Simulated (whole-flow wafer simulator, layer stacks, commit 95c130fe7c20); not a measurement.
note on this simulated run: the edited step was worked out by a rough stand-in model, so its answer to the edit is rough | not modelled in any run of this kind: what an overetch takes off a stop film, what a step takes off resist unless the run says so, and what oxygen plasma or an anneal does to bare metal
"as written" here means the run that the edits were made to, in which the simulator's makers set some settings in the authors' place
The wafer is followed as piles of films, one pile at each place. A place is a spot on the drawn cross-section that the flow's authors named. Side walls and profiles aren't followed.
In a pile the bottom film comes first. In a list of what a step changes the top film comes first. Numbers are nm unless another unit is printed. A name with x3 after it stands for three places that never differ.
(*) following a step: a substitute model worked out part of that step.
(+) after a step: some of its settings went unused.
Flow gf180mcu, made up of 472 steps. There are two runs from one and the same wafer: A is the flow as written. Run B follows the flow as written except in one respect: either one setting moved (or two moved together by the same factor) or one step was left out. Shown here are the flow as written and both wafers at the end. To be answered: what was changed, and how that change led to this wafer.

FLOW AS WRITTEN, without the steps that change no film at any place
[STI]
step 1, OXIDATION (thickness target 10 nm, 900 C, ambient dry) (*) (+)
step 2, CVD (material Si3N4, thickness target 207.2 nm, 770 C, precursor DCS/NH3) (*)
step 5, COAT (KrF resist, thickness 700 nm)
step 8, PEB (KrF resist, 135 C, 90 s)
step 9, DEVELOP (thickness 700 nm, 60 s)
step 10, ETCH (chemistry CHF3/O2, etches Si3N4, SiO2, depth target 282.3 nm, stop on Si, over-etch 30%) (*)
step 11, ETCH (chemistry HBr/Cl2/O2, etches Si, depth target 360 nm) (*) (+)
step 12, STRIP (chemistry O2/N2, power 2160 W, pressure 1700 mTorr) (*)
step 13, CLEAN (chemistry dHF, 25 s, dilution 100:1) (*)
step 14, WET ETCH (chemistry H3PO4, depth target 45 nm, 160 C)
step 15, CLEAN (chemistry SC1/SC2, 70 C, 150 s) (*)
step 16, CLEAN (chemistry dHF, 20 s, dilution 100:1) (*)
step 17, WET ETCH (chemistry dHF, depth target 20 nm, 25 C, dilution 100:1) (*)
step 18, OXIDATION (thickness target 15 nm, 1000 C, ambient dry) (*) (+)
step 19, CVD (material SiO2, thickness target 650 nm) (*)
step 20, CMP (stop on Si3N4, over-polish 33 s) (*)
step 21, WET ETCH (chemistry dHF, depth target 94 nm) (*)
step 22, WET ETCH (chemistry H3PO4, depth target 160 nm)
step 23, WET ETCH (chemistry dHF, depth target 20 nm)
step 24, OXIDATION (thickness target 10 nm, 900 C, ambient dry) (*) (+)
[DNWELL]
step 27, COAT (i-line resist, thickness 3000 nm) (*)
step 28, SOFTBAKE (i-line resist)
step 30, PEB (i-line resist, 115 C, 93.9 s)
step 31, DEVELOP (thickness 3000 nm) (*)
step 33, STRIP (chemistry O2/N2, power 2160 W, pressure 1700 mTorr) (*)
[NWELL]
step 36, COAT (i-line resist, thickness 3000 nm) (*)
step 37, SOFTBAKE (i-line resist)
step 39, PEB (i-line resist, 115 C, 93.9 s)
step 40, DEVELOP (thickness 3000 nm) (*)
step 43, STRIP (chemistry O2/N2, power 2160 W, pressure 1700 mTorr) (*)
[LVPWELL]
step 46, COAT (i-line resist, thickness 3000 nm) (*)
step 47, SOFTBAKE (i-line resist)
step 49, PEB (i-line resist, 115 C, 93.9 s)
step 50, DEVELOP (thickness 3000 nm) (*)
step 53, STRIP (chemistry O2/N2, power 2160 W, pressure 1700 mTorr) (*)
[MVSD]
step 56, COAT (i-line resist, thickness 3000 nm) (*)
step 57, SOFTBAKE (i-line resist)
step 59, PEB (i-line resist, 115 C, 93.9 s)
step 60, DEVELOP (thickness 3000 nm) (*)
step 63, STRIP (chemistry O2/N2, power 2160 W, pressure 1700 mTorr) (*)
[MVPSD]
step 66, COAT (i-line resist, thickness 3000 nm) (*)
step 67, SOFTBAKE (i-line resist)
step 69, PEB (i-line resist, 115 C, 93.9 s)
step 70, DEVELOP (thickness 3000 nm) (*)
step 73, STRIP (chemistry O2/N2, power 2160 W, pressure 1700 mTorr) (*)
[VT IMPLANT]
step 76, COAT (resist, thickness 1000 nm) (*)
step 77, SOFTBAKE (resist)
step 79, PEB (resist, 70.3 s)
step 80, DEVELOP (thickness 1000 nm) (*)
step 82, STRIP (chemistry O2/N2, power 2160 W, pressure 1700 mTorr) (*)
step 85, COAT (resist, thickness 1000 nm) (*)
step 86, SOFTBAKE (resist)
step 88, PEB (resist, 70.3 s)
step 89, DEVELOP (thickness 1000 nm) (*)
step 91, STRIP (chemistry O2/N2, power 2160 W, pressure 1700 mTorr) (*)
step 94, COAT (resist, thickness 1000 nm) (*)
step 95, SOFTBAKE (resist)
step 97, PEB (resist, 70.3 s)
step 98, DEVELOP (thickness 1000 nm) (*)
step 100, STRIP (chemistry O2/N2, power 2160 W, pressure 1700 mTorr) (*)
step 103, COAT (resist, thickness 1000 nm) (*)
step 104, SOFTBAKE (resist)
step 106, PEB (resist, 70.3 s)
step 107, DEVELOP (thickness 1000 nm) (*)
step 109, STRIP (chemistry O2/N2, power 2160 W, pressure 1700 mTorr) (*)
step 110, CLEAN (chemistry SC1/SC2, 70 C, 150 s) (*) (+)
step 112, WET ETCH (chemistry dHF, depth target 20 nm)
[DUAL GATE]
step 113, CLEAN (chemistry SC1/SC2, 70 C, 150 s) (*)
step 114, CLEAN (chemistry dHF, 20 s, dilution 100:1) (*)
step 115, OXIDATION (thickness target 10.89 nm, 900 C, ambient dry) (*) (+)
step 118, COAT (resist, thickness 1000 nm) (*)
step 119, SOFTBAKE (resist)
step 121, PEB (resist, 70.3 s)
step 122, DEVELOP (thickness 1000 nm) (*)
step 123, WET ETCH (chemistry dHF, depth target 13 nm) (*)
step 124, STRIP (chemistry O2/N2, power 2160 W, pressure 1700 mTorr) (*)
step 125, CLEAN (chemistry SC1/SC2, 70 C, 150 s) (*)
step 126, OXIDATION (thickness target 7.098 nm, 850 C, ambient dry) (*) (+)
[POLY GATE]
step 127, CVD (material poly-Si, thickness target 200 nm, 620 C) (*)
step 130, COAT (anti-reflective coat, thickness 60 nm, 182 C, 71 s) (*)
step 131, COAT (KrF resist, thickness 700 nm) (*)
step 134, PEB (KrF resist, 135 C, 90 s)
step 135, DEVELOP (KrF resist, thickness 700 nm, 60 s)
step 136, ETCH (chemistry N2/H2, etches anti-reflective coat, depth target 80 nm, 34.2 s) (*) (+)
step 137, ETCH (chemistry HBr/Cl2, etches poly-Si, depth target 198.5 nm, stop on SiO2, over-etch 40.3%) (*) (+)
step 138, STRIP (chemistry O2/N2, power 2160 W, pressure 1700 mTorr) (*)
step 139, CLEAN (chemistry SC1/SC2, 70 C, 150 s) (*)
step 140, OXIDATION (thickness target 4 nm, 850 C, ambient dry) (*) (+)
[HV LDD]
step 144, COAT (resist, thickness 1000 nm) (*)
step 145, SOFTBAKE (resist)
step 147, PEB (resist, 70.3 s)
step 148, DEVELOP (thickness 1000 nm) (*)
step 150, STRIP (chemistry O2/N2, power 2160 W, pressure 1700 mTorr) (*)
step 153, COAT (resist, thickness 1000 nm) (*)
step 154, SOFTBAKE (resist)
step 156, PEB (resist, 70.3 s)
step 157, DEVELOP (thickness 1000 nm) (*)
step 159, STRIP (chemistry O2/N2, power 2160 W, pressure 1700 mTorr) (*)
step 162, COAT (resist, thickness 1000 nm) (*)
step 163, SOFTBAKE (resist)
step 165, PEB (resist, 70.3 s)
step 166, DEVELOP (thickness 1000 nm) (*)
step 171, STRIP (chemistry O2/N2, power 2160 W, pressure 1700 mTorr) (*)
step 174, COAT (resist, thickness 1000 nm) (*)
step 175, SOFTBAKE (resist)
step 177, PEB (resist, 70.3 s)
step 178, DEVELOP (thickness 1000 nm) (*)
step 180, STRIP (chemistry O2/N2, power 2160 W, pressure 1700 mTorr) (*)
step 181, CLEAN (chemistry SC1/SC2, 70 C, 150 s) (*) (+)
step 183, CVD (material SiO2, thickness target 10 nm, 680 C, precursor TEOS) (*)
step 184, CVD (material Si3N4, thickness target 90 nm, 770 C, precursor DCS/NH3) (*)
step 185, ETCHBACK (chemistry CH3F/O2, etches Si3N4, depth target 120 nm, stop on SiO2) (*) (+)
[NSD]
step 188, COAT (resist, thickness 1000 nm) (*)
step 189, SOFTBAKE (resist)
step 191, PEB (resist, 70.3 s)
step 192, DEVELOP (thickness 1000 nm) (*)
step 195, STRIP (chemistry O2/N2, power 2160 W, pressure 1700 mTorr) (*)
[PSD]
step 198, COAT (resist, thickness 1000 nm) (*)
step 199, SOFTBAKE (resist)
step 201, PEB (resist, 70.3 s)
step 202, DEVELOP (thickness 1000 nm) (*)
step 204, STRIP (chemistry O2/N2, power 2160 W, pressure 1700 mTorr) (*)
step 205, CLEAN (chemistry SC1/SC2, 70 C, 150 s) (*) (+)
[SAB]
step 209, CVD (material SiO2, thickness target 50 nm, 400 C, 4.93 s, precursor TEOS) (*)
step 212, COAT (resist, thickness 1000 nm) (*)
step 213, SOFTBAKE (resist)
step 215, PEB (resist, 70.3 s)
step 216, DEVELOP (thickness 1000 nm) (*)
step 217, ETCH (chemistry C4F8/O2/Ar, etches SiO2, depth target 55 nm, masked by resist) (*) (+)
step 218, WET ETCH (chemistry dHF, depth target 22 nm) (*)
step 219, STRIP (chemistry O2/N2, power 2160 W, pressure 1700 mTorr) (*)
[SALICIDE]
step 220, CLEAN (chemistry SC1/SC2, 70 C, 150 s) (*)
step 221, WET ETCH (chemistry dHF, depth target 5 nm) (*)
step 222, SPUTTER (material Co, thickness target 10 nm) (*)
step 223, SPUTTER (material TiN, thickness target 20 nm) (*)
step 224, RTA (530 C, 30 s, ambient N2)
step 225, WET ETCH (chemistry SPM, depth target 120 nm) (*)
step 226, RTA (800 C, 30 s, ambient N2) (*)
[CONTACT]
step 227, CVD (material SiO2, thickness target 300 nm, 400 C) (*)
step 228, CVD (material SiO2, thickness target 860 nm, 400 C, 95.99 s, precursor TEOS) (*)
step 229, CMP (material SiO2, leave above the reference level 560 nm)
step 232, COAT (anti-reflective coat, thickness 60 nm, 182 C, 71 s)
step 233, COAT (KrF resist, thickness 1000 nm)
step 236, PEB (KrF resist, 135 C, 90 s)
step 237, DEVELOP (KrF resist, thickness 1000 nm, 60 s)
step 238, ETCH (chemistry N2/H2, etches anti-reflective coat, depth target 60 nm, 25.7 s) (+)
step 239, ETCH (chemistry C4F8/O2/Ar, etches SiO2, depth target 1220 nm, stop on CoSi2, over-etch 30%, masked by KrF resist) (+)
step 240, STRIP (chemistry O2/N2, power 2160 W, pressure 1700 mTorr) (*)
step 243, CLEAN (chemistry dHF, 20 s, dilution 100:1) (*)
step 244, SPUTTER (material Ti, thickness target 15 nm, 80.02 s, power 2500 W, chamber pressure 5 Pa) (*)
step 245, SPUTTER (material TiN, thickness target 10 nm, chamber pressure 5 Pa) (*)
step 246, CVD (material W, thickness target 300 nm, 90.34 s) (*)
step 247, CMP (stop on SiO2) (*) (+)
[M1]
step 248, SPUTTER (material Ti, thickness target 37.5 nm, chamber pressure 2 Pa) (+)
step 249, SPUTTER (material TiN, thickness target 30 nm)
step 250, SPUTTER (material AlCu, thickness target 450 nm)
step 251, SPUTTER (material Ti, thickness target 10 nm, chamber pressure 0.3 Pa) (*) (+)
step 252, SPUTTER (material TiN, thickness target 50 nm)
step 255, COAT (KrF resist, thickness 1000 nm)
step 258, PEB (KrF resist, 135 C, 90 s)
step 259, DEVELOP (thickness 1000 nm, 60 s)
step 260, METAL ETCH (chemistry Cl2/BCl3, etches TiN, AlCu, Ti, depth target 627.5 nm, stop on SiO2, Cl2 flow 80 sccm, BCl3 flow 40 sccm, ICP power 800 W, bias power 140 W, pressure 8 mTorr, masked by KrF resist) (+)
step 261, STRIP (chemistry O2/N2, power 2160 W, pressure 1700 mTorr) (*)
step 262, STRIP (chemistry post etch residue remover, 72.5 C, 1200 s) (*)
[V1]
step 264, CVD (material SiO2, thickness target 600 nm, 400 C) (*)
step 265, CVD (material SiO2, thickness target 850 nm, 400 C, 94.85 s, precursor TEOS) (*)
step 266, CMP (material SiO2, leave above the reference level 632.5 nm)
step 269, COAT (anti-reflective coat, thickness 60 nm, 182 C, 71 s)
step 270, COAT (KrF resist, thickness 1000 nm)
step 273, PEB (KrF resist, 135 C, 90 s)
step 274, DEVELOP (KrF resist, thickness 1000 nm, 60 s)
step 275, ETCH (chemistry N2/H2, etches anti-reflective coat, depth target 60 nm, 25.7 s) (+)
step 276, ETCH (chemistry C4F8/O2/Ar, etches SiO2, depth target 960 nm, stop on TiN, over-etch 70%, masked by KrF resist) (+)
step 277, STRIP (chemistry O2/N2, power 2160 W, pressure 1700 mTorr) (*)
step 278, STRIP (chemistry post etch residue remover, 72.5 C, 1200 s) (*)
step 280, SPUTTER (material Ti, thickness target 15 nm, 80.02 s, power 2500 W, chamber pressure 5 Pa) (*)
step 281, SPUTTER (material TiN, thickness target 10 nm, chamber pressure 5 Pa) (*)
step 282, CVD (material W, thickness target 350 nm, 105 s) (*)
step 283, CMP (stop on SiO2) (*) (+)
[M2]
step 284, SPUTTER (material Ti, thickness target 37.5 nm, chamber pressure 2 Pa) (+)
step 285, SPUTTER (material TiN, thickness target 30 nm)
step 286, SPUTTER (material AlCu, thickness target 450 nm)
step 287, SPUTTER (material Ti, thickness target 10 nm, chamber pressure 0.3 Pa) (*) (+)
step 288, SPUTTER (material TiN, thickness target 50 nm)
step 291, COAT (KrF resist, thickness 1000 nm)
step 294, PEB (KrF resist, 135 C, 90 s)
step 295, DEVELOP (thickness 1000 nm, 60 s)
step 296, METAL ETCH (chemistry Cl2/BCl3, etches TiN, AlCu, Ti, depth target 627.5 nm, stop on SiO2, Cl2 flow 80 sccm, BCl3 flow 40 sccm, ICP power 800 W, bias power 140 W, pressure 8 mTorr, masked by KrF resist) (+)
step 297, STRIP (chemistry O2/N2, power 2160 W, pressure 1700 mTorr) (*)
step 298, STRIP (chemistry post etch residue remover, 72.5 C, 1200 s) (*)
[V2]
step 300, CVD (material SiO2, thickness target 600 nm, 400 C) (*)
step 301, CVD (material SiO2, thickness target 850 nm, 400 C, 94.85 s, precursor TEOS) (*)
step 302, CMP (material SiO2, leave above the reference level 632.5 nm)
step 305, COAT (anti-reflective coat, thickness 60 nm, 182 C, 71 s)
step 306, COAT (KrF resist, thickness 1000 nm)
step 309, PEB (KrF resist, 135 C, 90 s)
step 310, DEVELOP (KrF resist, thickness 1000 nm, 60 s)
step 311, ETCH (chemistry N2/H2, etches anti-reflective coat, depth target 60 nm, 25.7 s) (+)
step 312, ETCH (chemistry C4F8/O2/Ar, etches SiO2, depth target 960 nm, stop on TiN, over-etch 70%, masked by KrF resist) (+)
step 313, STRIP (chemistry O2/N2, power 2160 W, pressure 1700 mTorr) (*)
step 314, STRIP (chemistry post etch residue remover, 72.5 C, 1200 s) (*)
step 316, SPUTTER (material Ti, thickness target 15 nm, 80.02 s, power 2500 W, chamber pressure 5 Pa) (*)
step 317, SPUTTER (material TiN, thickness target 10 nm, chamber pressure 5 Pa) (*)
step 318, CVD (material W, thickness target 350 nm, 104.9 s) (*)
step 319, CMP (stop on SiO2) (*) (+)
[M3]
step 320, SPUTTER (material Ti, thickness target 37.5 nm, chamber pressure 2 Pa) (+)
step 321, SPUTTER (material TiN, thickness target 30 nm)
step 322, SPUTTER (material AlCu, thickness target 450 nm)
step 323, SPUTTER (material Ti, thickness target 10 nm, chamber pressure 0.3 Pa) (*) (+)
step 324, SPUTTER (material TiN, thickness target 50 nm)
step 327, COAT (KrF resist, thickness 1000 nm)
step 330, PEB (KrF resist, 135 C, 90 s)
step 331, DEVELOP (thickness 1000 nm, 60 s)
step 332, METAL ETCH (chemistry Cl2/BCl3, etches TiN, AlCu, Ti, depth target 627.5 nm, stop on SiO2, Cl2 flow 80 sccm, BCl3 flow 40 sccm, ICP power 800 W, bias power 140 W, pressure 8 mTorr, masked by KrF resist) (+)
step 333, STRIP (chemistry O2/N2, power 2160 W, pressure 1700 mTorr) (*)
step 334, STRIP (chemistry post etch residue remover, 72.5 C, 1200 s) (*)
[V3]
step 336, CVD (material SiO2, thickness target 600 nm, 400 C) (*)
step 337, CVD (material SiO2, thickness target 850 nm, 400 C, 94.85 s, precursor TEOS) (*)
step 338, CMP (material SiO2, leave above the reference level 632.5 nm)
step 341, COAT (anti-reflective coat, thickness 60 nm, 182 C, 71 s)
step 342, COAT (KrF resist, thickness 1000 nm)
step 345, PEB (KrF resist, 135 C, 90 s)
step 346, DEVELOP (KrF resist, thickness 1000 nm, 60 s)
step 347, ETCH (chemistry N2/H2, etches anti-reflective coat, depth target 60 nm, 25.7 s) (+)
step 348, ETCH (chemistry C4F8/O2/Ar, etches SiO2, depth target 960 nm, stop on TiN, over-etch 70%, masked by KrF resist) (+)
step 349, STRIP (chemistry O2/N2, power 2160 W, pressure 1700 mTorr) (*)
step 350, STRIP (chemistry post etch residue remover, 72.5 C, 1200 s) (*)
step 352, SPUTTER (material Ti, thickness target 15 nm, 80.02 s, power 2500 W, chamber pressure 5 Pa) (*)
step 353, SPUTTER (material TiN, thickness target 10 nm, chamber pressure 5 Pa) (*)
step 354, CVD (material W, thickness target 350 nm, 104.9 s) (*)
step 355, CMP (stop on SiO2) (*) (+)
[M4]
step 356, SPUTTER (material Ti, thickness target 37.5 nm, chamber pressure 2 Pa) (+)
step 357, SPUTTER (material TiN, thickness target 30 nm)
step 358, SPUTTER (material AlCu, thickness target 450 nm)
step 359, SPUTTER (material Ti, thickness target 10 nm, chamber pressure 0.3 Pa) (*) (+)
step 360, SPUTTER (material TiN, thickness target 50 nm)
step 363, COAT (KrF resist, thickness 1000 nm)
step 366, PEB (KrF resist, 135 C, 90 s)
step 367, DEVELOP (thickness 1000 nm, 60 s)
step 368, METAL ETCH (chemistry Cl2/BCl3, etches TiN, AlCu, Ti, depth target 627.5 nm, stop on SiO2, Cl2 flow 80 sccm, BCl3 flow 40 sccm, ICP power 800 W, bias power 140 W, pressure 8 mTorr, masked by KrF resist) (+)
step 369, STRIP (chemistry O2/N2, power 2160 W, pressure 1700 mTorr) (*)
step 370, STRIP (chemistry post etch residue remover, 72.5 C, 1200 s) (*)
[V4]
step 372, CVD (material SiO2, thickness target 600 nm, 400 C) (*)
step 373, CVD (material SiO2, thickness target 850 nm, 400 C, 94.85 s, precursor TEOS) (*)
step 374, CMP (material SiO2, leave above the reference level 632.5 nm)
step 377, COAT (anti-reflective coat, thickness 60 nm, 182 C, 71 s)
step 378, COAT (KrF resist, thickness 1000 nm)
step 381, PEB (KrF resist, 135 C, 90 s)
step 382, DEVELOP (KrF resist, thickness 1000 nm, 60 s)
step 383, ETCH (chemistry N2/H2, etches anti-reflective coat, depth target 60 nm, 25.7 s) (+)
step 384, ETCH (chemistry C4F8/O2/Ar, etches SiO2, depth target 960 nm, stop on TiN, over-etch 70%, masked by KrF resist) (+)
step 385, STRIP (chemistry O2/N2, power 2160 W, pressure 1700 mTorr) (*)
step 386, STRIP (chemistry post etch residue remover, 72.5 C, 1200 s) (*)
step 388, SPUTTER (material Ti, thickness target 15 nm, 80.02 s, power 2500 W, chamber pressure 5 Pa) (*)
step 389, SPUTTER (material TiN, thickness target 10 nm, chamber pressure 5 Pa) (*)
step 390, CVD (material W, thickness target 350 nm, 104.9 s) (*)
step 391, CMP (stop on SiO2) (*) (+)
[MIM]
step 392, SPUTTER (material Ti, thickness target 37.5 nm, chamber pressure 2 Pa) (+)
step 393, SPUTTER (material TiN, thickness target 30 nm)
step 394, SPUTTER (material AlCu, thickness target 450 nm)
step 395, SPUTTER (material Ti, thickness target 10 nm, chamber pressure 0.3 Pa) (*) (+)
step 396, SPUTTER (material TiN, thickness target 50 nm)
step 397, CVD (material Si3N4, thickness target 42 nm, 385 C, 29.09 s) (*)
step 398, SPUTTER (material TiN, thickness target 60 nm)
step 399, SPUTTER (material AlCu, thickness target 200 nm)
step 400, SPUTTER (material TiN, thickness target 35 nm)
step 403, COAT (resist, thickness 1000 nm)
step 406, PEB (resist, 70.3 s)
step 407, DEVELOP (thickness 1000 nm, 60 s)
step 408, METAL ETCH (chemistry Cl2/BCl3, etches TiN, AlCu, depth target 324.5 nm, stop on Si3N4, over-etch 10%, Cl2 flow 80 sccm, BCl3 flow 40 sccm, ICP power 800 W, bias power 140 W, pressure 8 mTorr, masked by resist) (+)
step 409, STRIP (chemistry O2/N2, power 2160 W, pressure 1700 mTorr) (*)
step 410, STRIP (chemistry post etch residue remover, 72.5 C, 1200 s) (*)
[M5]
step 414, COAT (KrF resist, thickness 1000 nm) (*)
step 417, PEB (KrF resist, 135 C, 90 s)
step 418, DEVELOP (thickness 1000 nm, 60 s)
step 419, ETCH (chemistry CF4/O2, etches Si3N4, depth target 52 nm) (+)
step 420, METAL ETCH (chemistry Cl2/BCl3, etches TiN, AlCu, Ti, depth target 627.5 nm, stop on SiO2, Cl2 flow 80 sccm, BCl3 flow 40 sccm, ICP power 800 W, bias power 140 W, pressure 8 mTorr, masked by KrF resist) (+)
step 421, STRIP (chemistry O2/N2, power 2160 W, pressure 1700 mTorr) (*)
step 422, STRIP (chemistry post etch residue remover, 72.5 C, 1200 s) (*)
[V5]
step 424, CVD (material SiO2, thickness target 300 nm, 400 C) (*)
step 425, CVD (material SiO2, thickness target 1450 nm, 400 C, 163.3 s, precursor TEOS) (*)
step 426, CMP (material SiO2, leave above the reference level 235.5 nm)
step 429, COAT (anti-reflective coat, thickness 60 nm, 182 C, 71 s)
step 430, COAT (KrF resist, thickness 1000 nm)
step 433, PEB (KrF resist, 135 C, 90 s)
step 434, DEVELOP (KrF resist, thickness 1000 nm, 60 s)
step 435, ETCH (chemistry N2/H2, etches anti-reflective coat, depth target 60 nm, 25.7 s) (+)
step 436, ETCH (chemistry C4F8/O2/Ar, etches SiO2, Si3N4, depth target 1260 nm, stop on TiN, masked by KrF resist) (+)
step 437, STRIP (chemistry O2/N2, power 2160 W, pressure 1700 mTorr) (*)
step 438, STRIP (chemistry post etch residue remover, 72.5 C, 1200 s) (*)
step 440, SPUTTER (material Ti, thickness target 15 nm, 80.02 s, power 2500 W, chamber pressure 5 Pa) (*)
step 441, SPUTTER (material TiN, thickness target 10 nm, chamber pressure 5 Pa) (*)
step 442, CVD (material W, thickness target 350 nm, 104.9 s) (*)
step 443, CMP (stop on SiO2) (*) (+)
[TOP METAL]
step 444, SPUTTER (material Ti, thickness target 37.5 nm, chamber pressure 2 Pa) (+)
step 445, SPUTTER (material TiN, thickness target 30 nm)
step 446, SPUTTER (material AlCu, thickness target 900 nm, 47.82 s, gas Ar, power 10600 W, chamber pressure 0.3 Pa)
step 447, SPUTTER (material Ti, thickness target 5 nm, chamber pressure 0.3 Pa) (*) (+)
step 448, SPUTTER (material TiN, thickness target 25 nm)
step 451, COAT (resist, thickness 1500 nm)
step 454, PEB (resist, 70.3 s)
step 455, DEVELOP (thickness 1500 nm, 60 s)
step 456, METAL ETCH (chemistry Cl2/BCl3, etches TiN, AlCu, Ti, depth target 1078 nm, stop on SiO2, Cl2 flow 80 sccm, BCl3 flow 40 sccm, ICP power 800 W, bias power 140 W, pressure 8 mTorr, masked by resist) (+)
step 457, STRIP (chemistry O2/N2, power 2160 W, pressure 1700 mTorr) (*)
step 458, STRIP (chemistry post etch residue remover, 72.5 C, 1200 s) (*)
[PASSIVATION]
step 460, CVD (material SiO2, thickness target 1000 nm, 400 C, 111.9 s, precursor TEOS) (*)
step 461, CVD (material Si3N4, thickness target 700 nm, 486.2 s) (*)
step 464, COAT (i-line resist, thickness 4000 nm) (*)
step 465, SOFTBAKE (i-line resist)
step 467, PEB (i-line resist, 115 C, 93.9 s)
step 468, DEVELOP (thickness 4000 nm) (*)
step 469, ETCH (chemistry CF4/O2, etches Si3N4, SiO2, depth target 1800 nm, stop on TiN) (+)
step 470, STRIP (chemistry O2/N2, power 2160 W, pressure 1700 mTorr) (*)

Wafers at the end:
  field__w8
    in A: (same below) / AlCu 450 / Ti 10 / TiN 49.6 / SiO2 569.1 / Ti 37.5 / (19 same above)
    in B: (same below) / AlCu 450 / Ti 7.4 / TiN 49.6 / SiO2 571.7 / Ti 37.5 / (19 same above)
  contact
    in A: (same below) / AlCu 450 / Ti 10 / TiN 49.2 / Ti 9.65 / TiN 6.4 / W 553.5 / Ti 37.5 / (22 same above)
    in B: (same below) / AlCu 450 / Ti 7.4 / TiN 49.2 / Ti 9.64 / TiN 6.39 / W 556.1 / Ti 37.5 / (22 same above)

Cause: step 323, SPUTTER: thickness target 7.4 nm was run, though the flow has thickness target 10 nm.
One can read it off the wafer: field__w8 has Ti 7.4, and step 323 as written asks for 10 nm.

Step by step, how the change led to this:
  step 323, SPUTTER (material Ti, thickness target 10 nm, chamber pressure 0.3 Pa) (*) (+)
      field, field__w1, field__w2 and 108 more: A Ti gains 10 (new film) | B Ti gains 7.4 (new film)
  step 332, METAL ETCH (chemistry Cl2/BCl3, etches TiN, AlCu, Ti, depth target 627.5 nm, stop on SiO2, Cl2 flow 80 sccm, BCl3 flow 40 sccm, ICP power 800 W, bias power 140 W, pressure 8 mTorr, masked by KrF resist) (+)
      field, field__w1, field__w2 and 103 more: A TiN loses 50 (all of it), Ti loses 10 (all of it), AlCu loses 450 (all of it), TiN loses 30 (all of it), Ti loses 37.5 (all of it) | B TiN loses 50 (all of it), Ti loses 7.4 (all of it), AlCu loses 450 (all of it), TiN loses 30 (all of it), Ti loses 37.5 (all of it)
